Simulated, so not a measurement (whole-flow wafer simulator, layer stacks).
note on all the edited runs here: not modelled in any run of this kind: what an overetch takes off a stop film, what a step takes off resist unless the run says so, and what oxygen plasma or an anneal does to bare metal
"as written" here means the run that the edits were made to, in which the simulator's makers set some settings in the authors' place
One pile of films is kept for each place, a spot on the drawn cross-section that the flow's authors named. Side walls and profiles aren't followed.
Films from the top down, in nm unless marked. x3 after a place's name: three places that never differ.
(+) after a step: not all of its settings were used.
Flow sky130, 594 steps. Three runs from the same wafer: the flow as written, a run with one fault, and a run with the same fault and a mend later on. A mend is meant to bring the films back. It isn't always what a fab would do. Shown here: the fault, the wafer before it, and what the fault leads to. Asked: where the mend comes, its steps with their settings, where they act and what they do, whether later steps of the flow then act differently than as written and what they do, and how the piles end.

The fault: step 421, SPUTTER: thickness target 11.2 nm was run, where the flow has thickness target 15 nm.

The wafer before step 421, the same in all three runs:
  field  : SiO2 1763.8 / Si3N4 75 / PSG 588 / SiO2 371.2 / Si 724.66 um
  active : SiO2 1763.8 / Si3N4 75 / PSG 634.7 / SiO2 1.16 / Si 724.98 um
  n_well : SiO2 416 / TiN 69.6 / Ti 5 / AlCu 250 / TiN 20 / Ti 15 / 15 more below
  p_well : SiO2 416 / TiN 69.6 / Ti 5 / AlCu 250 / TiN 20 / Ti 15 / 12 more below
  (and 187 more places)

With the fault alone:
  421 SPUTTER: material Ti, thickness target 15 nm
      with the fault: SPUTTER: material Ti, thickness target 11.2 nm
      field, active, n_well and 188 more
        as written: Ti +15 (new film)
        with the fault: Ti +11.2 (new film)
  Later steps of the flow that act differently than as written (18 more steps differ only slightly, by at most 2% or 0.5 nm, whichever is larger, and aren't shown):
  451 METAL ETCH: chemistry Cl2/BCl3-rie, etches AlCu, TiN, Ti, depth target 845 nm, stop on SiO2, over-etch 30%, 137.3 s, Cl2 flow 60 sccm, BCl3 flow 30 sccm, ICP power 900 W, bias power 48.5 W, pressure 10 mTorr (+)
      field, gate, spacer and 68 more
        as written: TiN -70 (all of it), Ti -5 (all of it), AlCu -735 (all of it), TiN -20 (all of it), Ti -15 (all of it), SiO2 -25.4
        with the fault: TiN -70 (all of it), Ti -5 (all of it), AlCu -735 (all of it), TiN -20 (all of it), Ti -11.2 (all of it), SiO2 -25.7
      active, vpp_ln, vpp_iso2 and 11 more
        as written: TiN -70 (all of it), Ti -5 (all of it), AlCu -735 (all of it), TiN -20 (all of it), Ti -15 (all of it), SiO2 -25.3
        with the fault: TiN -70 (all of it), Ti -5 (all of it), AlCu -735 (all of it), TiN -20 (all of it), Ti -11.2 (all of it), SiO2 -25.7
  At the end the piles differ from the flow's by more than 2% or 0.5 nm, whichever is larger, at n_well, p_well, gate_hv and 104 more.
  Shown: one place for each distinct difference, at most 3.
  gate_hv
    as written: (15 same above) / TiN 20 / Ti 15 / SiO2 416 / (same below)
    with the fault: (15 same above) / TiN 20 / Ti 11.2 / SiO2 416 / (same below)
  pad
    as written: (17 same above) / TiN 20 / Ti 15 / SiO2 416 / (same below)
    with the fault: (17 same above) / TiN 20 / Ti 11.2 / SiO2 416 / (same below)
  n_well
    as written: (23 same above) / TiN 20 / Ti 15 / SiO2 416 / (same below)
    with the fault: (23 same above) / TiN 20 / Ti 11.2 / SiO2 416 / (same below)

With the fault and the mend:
  The mend comes after step 421.
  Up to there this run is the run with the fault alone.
  421a SPUTTER: material Ti, thickness target 3.8 nm (the flow's step 421 once more, with other settings)
      field, active, n_well and 188 more
        Ti +3.8
  No later step of the flow acts differently than as written at any place that is followed.
  At the end the piles are the same as the flow's at every place that both follow.
